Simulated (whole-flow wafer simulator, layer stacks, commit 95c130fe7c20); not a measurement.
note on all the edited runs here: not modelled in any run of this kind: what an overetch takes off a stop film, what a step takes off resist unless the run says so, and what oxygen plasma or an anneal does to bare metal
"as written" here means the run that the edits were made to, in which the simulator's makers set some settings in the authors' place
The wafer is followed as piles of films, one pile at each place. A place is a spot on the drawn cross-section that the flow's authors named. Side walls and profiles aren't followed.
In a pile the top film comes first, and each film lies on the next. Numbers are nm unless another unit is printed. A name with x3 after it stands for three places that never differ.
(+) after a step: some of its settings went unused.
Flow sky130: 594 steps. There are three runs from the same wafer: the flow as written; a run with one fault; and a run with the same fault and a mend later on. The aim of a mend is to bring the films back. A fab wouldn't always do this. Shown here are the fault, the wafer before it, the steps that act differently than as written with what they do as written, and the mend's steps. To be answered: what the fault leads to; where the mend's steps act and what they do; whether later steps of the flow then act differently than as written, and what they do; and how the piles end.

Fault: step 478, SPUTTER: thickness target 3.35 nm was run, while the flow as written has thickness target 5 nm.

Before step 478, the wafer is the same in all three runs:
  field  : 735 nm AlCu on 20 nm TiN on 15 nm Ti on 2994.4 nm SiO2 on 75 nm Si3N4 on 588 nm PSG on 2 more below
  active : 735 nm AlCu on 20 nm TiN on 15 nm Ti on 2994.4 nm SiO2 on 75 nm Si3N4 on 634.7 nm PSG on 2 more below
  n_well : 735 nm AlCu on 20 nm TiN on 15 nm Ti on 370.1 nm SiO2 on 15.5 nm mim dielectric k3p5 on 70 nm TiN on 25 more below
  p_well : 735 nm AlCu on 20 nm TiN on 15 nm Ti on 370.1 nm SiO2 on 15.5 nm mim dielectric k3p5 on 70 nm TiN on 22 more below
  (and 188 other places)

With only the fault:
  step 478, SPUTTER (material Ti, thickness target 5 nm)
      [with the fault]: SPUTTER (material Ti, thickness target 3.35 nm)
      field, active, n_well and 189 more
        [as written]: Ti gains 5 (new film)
        [with the fault]: Ti gains 3.35 (new film)
  Later steps of the flow acting differently than as written (not shown: 12 more steps that differ only slightly, by at most 2% or 0.5 nm, whichever is larger):
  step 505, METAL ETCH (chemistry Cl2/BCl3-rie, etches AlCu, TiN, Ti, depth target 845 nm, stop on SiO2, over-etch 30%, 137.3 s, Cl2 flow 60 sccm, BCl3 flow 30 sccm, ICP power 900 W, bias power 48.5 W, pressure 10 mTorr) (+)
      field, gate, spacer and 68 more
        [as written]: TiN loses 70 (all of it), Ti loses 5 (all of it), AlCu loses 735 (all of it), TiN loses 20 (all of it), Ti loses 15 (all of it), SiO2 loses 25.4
        [with the fault]: TiN loses 70 (all of it), Ti loses 3.35 (all of it), AlCu loses 735 (all of it), TiN loses 20 (all of it), Ti loses 15 (all of it), SiO2 loses 25.5
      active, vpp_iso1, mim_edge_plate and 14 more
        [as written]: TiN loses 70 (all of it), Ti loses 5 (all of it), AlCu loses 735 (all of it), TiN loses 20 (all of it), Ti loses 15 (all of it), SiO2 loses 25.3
        [with the fault]: TiN loses 70 (all of it), Ti loses 3.35 (all of it), AlCu loses 735 (all of it), TiN loses 20 (all of it), Ti loses 15 (all of it), SiO2 loses 25.5
  At n_well, p_well, gate_hv and 102 more, the piles at the end differ from the flow's by more than 2% or 0.5 nm, whichever is larger.
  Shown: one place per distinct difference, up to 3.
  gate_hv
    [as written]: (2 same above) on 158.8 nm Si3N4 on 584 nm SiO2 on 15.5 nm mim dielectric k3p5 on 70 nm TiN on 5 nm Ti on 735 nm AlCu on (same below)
    [with the fault]: (2 same above) on 158.8 nm Si3N4 on 585.6 nm SiO2 on 15.5 nm mim dielectric k3p5 on 70 nm TiN on 3.35 nm Ti on 735 nm AlCu on (same below)
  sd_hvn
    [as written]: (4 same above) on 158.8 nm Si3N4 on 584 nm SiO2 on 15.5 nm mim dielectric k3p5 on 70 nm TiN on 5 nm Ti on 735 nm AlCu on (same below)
    [with the fault]: (4 same above) on 158.8 nm Si3N4 on 585.6 nm SiO2 on 15.5 nm mim dielectric k3p5 on 70 nm TiN on 3.35 nm Ti on 735 nm AlCu on (same below)
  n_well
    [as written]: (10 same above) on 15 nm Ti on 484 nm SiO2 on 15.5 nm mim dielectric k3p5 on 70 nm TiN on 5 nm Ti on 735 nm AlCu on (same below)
    [with the fault]: (10 same above) on 15 nm Ti on 485.7 nm SiO2 on 15.5 nm mim dielectric k3p5 on 70 nm TiN on 3.35 nm Ti on 735 nm AlCu on (same below)

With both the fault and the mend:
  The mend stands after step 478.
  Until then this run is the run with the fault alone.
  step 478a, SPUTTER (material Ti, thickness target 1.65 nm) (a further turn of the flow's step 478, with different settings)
      field, active, n_well and 189 more
        Ti gains 1.65
  Every later step of the flow that is run acts as written at every place that is followed.
  By the end, the piles equal the flow's at every place that both follow.
